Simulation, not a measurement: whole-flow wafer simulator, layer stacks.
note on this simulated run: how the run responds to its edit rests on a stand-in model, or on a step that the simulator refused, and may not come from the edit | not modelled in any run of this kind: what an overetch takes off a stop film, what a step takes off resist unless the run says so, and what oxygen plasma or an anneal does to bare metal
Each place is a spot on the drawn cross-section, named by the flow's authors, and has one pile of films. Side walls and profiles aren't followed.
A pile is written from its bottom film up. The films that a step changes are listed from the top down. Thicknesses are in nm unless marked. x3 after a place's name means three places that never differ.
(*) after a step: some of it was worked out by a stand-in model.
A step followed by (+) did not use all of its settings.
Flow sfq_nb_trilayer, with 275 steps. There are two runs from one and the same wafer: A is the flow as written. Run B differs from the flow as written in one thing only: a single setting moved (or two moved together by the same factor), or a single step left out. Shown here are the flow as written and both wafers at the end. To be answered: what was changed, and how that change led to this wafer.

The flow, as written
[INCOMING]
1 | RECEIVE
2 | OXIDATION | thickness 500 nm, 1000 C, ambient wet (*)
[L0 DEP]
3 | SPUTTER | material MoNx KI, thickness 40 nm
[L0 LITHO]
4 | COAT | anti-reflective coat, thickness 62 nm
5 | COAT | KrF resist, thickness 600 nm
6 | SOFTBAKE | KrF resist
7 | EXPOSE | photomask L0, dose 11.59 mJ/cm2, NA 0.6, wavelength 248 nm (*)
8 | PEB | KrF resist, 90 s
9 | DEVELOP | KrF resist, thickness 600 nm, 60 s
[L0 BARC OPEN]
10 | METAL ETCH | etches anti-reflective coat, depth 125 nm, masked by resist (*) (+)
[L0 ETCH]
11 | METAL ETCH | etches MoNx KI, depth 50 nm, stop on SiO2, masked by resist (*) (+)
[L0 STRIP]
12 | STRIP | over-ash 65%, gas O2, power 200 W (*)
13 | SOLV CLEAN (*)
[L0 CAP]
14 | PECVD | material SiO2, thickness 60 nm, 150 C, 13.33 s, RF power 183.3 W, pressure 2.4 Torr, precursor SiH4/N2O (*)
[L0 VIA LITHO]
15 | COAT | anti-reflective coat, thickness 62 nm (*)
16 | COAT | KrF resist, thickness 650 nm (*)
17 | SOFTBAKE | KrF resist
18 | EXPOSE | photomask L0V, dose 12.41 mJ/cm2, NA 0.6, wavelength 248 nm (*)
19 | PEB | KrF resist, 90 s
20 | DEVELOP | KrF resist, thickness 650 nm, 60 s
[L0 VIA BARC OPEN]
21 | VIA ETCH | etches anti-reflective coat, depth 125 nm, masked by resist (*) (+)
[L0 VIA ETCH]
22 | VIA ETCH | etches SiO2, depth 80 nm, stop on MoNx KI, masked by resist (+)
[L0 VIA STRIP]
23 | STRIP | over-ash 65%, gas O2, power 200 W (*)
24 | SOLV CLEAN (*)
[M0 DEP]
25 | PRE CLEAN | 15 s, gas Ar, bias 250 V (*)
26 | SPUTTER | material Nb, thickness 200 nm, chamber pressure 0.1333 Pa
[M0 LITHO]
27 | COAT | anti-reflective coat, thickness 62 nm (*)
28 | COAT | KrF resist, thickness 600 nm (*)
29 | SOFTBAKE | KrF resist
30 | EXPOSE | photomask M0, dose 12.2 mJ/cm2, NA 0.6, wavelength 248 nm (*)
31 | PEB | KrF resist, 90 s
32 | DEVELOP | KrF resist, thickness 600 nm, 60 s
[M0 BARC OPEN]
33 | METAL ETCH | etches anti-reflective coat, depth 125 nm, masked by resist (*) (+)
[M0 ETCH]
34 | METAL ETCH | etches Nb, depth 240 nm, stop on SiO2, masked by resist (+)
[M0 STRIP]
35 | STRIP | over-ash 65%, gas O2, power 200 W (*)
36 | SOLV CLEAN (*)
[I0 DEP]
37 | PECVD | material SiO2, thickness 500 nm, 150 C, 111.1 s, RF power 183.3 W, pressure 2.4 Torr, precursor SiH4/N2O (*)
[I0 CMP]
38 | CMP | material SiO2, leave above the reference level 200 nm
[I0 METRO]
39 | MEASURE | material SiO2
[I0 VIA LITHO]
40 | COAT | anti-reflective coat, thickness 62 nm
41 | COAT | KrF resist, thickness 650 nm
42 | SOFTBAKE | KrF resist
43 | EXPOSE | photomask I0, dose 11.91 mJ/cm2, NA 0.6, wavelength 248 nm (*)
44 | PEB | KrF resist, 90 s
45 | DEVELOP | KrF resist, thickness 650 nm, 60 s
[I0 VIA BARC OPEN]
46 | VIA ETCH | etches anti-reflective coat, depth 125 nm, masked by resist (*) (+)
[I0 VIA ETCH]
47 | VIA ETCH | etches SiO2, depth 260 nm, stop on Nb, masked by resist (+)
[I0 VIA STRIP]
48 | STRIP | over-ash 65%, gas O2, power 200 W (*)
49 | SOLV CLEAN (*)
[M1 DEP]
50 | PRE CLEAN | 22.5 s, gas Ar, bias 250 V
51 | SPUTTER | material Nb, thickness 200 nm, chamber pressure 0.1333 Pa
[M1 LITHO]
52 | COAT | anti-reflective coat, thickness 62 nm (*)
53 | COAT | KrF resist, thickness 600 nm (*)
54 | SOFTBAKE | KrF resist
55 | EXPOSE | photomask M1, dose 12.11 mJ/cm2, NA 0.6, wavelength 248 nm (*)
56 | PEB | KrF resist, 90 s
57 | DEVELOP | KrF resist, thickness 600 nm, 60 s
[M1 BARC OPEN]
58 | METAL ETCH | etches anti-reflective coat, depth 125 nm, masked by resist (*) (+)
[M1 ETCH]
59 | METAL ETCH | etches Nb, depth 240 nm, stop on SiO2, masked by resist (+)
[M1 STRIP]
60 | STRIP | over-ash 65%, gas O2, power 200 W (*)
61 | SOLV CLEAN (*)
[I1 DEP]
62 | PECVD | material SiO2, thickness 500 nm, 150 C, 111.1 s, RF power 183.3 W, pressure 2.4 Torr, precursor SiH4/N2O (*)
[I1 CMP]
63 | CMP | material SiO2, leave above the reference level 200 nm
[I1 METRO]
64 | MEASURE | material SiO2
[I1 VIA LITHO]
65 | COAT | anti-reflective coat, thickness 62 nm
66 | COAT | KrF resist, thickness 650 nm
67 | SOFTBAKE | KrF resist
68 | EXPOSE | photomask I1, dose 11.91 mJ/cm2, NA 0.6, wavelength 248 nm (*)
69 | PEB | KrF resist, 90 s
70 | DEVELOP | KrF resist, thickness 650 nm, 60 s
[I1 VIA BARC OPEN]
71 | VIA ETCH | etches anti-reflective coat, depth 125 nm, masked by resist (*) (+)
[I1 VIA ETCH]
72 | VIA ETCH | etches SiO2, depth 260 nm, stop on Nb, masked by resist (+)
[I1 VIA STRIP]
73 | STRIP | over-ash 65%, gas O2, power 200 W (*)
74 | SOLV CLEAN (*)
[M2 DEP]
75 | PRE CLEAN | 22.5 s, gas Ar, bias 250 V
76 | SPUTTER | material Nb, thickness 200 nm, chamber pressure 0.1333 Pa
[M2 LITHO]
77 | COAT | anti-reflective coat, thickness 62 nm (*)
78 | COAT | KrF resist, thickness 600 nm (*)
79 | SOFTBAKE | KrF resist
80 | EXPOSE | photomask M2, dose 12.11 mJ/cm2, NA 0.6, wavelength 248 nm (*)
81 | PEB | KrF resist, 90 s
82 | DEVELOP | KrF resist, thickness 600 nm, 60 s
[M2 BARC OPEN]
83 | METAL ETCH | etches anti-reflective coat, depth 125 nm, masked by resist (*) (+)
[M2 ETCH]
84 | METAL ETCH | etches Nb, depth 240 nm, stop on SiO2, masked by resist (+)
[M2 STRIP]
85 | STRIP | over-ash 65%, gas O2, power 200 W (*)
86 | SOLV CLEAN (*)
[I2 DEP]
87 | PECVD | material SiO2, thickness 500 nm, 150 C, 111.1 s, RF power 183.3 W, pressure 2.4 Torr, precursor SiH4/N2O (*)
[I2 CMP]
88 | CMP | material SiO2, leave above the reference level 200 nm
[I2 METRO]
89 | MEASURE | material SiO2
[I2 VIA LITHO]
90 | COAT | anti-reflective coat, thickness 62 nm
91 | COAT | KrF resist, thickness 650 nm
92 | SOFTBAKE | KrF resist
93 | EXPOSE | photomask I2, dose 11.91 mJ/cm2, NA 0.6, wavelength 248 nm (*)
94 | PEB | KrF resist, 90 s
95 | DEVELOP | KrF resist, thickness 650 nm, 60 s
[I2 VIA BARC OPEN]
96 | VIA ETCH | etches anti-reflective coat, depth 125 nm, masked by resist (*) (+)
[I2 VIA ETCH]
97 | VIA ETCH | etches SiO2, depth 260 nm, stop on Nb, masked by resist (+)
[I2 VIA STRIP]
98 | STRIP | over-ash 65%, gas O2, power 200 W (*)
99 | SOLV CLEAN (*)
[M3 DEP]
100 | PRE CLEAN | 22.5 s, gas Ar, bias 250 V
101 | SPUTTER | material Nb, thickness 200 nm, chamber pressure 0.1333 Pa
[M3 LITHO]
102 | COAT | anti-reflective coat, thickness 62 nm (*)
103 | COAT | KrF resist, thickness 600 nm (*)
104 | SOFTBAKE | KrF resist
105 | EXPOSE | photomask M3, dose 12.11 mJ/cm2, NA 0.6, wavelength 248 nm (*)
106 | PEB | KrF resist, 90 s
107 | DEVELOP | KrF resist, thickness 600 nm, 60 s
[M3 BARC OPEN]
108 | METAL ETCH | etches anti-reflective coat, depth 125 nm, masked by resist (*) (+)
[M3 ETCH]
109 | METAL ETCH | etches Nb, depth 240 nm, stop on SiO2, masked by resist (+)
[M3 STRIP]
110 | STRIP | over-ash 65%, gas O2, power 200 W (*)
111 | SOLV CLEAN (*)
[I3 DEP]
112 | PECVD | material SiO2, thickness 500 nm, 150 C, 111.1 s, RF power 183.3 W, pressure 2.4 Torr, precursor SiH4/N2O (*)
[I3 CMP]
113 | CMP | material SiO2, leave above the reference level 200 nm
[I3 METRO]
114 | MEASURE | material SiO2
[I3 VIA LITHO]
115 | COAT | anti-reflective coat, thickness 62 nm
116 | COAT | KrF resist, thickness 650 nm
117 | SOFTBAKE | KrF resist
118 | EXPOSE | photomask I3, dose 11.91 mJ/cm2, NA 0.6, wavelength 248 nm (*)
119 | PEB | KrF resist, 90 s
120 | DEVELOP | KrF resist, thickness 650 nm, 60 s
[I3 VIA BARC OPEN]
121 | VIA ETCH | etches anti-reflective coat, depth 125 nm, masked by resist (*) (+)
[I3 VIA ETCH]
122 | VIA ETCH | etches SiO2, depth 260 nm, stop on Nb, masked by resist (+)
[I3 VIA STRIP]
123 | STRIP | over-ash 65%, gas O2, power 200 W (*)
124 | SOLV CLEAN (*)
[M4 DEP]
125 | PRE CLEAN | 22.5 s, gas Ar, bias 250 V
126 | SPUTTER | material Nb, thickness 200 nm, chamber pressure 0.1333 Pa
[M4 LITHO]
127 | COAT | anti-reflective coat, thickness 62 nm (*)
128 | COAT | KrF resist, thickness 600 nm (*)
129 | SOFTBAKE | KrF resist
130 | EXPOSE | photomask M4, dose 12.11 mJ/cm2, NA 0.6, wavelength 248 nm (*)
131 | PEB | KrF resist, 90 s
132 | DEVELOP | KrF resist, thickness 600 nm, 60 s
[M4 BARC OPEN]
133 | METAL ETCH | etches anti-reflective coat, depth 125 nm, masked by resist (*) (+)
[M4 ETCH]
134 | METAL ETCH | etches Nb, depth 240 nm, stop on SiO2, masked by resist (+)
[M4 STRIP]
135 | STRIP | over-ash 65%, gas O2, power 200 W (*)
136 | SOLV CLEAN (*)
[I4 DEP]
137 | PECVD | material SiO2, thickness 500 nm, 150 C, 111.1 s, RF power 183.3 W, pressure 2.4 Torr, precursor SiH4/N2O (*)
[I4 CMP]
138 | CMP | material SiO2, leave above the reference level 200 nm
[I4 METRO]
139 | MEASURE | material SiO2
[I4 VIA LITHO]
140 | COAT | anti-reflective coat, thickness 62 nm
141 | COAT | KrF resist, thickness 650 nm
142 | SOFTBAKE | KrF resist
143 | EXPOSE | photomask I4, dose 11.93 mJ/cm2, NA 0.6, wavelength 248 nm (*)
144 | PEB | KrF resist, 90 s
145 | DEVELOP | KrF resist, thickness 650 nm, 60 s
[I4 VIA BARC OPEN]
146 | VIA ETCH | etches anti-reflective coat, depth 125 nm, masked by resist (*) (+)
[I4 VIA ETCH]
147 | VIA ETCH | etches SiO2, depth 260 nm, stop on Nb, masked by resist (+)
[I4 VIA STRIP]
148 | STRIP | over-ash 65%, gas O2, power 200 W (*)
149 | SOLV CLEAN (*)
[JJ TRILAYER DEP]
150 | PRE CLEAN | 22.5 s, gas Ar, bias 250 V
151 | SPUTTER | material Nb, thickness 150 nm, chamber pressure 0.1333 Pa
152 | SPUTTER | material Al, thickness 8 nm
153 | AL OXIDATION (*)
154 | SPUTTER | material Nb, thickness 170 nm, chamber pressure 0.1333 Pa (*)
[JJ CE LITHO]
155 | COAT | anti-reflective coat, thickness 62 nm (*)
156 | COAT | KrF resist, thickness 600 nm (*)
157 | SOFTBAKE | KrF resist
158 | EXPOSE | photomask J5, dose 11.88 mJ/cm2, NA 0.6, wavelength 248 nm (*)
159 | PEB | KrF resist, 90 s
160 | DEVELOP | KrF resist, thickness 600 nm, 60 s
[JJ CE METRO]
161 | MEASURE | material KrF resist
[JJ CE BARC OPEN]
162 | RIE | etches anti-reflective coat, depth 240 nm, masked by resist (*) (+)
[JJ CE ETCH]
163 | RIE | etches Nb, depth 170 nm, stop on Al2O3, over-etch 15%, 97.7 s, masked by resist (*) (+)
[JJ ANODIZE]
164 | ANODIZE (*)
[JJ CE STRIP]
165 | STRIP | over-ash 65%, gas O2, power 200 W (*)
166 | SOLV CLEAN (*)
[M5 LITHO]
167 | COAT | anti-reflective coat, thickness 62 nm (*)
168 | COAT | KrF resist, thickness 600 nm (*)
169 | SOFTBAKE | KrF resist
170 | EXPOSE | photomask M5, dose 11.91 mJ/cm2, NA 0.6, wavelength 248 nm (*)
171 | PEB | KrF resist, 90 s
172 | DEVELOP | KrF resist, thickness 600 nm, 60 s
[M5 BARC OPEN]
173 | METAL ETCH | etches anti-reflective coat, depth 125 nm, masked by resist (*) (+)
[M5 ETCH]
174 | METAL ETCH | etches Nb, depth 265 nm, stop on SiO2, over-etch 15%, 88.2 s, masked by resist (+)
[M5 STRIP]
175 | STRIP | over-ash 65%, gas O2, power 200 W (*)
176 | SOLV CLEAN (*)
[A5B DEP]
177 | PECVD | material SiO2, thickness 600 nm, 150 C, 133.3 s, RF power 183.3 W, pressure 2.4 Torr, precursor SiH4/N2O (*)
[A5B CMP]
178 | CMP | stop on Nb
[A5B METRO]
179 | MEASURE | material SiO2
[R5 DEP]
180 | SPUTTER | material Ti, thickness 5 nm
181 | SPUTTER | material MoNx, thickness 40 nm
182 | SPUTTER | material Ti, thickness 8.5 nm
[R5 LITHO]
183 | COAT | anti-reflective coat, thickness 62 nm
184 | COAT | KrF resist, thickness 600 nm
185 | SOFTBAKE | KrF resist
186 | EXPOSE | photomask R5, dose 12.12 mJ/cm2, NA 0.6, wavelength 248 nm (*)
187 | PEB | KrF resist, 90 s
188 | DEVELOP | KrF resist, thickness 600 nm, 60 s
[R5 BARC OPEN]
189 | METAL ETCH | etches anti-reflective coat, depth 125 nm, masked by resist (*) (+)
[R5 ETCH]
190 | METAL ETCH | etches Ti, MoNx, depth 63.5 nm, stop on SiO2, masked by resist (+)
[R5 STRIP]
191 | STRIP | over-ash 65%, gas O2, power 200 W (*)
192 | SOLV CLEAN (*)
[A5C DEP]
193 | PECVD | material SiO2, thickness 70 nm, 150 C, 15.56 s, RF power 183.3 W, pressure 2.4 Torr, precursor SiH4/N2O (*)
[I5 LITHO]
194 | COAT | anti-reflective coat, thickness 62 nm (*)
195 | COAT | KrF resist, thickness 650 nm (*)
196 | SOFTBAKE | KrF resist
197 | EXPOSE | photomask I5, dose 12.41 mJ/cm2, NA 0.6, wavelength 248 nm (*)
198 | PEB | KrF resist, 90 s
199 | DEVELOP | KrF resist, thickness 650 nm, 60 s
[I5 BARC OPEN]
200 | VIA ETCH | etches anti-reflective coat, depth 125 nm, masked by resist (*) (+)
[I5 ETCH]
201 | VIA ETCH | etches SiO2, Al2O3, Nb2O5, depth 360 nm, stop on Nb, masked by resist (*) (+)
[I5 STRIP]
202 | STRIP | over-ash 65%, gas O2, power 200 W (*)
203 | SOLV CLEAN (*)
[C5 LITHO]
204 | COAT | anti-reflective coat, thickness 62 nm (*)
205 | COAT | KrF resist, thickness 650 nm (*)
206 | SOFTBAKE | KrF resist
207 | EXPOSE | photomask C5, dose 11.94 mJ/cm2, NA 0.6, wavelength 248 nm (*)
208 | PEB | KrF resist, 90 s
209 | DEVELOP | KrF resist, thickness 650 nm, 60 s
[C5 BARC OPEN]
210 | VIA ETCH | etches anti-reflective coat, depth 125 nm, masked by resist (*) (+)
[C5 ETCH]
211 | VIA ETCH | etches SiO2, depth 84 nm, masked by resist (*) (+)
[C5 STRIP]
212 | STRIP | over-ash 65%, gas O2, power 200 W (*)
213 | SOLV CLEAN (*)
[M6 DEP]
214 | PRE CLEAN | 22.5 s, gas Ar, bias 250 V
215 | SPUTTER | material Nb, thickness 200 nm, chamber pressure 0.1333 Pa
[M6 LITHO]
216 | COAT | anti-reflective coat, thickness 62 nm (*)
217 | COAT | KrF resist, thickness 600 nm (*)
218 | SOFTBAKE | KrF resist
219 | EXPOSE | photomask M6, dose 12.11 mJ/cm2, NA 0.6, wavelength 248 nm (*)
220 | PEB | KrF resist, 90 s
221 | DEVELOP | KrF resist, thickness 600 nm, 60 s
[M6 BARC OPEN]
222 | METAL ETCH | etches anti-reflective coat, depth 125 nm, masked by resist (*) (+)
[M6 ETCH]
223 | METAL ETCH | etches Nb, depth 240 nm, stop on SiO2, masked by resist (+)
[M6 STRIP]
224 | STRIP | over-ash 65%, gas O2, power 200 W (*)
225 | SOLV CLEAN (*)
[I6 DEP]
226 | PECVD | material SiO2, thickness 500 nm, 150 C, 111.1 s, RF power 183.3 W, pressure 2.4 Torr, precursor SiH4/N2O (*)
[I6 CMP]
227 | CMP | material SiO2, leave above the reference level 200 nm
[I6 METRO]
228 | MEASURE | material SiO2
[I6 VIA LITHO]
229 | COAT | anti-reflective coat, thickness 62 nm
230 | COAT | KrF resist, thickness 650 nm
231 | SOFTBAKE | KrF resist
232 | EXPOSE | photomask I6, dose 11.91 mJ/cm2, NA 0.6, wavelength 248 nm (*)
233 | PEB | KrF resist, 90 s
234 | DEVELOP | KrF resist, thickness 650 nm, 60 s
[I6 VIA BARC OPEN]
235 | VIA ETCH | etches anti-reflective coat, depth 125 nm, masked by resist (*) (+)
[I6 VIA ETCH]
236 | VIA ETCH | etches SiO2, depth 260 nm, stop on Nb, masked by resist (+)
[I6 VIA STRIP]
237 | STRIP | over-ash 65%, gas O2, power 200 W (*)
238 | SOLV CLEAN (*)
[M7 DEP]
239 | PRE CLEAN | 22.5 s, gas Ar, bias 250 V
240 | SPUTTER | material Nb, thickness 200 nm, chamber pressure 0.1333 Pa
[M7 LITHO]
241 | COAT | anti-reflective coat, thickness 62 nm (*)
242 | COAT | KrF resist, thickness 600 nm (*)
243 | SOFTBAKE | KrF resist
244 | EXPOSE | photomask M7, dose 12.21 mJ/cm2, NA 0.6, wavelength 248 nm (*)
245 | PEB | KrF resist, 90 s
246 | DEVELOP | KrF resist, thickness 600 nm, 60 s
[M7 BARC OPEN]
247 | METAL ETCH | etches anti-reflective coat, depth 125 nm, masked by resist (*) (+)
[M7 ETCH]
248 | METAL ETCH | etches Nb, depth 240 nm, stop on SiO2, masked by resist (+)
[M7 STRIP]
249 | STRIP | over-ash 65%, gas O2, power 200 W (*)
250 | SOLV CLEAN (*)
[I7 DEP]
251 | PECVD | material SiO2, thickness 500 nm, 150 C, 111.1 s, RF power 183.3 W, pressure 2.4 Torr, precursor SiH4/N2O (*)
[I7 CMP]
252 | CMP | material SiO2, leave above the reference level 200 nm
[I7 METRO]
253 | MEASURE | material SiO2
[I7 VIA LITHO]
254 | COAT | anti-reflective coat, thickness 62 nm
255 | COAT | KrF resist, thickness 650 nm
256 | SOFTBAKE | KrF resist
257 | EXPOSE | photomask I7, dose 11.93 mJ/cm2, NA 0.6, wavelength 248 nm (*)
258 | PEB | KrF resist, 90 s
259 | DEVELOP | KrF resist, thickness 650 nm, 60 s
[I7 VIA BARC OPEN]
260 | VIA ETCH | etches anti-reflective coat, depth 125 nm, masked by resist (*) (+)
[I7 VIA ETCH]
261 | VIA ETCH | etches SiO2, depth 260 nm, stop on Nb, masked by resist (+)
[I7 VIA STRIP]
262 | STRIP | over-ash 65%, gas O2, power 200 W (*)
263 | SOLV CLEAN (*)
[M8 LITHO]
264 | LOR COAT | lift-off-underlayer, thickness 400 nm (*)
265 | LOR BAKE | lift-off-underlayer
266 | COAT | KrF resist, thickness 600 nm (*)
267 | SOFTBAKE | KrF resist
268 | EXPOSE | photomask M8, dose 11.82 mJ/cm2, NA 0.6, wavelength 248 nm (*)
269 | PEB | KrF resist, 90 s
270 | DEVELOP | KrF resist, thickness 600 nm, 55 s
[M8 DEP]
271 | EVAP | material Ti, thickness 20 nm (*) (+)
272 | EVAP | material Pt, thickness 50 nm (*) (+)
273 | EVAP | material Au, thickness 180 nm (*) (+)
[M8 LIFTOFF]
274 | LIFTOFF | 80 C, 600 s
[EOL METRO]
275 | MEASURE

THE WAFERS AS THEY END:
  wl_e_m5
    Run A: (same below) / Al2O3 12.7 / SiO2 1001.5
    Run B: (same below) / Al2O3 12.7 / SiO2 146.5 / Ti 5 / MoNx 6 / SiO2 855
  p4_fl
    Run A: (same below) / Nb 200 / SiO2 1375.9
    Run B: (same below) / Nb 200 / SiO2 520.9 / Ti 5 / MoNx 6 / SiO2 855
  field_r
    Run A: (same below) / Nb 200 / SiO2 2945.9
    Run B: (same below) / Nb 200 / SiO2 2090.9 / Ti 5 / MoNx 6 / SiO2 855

Cause: step 181, SPUTTER: thickness 61 nm was run, while the flow as written has thickness 40 nm.

Step by step, how the change led to this:
  181 | SPUTTER | material MoNx, thickness 40 nm
      field_l, v_sur, via_wl and 103 more: A MoNx gains 40 (new film) | B MoNx gains 61 (new film)
  190 | METAL ETCH | etches Ti, MoNx, depth 63.5 nm, stop on SiO2, masked by resist (+)
      field_l, v_sur, via_wl and 92 more: A Ti loses 8.5 (all of it), MoNx loses 40 (all of it), Ti loses 5 (all of it) | B Ti loses 8.5 (all of it), MoNx loses 55
      ce_l, c5j, ce_r, wl_jj: A Ti loses 8.5 (all of it), MoNx loses 40 (all of it), Ti loses 5 (all of it), Nb loses 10 | B Ti loses 8.5 (all of it), MoNx loses 55
  193 | PECVD | material SiO2, thickness 70 nm, 150 C, 15.56 s, RF power 183.3 W, pressure 2.4 Torr, precursor SiH4/N2O (*)
      field_l, v_sur, via_wl and 92 more: A SiO2 gains 70 | B SiO2 gains 70 (new film)
  194 | COAT | anti-reflective coat, thickness 62 nm (*)
      wl_j_sl, wl_j_sr: A anti-reflective coat gains 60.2 (new film) | B anti-reflective coat gains 62 (new film)
      r5r_spacepad_l, r5r_spacepad_r: A anti-reflective coat gains 84.4 (new film) | B anti-reflective coat gains 88.7 (new film)
      (also at 12 further places)
  201 | VIA ETCH | etches SiO2, Al2O3, Nb2O5, depth 360 nm, stop on Nb, masked by resist (*) (+)
      be: A SiO2 loses 216.4 (all of it), Al2O3 loses 12.7 (all of it), Nb2O5 loses 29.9 (all of it) | B SiO2 loses 69.8 (all of it), MoNx loses 6 (all of it), Ti loses 5 (all of it), SiO2 loses 146.5 (all of it), Al2O3 loses 12.7 (all of it), Nb2O5 loses 29.9 (all of it)
  202 | STRIP | over-ash 65%, gas O2, power 200 W (*)
      wl_j_sl, wl_j_sr: A KrF resist loses 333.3 (all of it), anti-reflective coat loses 60.2 (all of it) | B KrF resist loses 333 (all of it), anti-reflective coat loses 62 (all of it)
      r5r_spacepad_l, r5r_spacepad_r: A KrF resist loses 335.6 (all of it), anti-reflective coat loses 84.4 (all of it) | B KrF resist loses 335.9 (all of it), anti-reflective coat loses 88.7 (all of it)
      (also at 12 further places)
  204 | COAT | anti-reflective coat, thickness 62 nm (*)
      wl_j_sl, wl_j_sr: A anti-reflective coat gains 60.2 (new film) | B anti-reflective coat gains 62 (new film)
      r5r_spacepad_l, r5r_spacepad_r: A anti-reflective coat gains 84.4 (new film) | B anti-reflective coat gains 88.7 (new film)
      (also at 12 further places)
  210 | VIA ETCH | etches anti-reflective coat, depth 125 nm, masked by resist (*) (+)
      c5j: A anti-reflective coat loses 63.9 (all of it), SiO2 loses 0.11 | B anti-reflective coat loses 61.2 (all of it), SiO2 loses 0.11
  211 | VIA ETCH | etches SiO2, depth 84 nm, masked by resist (*) (+)
      c5j: A SiO2 loses 69.9 (all of it), Nb loses 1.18 | B SiO2 loses 69.9 (all of it)
  212 | STRIP | over-ash 65%, gas O2, power 200 W (*)
      wl_j_sl, wl_j_sr: A KrF resist loses 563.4 (all of it), anti-reflective coat loses 60.2 (all of it) | B KrF resist loses 564 (all of it), anti-reflective coat loses 62 (all of it)
      r5r_spacepad_l, r5r_spacepad_r: A KrF resist loses 565.8 (all of it), anti-reflective coat loses 84.4 (all of it) | B KrF resist loses 566.9 (all of it), anti-reflective coat loses 88.7 (all of it)
      (also at 11 further places)
  214 | PRE CLEAN | 22.5 s, gas Ar, bias 250 V
      c5j: A Nb loses 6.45 | B MoNx loses 6 (all of it)
  215 | SPUTTER | material Nb, thickness 200 nm, chamber pressure 0.1333 Pa
      c5j: A Nb gains 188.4 | B Nb gains 189 (new film)
  216 | COAT | anti-reflective coat, thickness 62 nm (*)
      r5r_line_l, r5r_line_c, r5r_line_r: A anti-reflective coat gains 50 (new film) | B anti-reflective coat gains 48.6 (new film)
      wl_j_sl, wl_j_sr: A anti-reflective coat gains 60.2 (new film) | B anti-reflective coat gains 62 (new film)
      (also at 11 further places)
  222 | METAL ETCH | etches anti-reflective coat, depth 125 nm, masked by resist (*) (+)
      r5r_line_l, r5r_line_c, r5r_line_r: A anti-reflective coat loses 50 (all of it) | B anti-reflective coat loses 48.6 (all of it)
      r5r_spacepad_l, r5r_spacepad_r: A anti-reflective coat loses 85.7 (all of it) | B anti-reflective coat loses 90.7 (all of it)
      (also at 1 further place)
  224 | STRIP | over-ash 65%, gas O2, power 200 W (*)
      wl_j_sl, wl_j_sr: A KrF resist loses 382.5 (all of it), anti-reflective coat loses 60.2 (all of it) | B KrF resist loses 382.4 (all of it), anti-reflective coat loses 62 (all of it)
      jj_sur: A KrF resist loses 378.5 (all of it), anti-reflective coat loses 56.1 (all of it) | B KrF resist loses 378.2 (all of it), anti-reflective coat loses 58.9 (all of it)
      (also at 7 further places)
  227 | CMP | material SiO2, leave above the reference level 200 nm
      r5r_line_l, r5r_spacepad_l, r5r_spacepad_r, r5r_line_c, r5r_line_r: A SiO2 loses 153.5 | B SiO2 loses 163.5
      ce_l, ce_r, wl_jj: A SiO2 loses 290 | B SiO2 loses 300
      (also at 5 further places)
Taking metal films that touch as one body, wl_e_m5 has 7 bodies (between them, from the top down: SiO2 146.5 / Al2O3 12.7 / Nb2O5 29.9; SiO2 192.5; SiO2 192.5; SiO2 192.5; SiO2 192.5; SiO2 192.5); the flow as written gives 6 bodies (between them, from the top down: SiO2 192.5; SiO2 192.5; SiO2 192.5; SiO2 192.5; SiO2 192.5).
Taking metal films that touch as one body, p4_fl has 3 bodies (between them, from the top down: SiO2 520.9; SiO2 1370); the flow as written gives 2 bodies (between them, from the top down: SiO2 1370).
Taking metal films that touch as one body, field_r has 2 bodies (between them, from the top down: SiO2 2090.9); the flow as written gives 1 body.
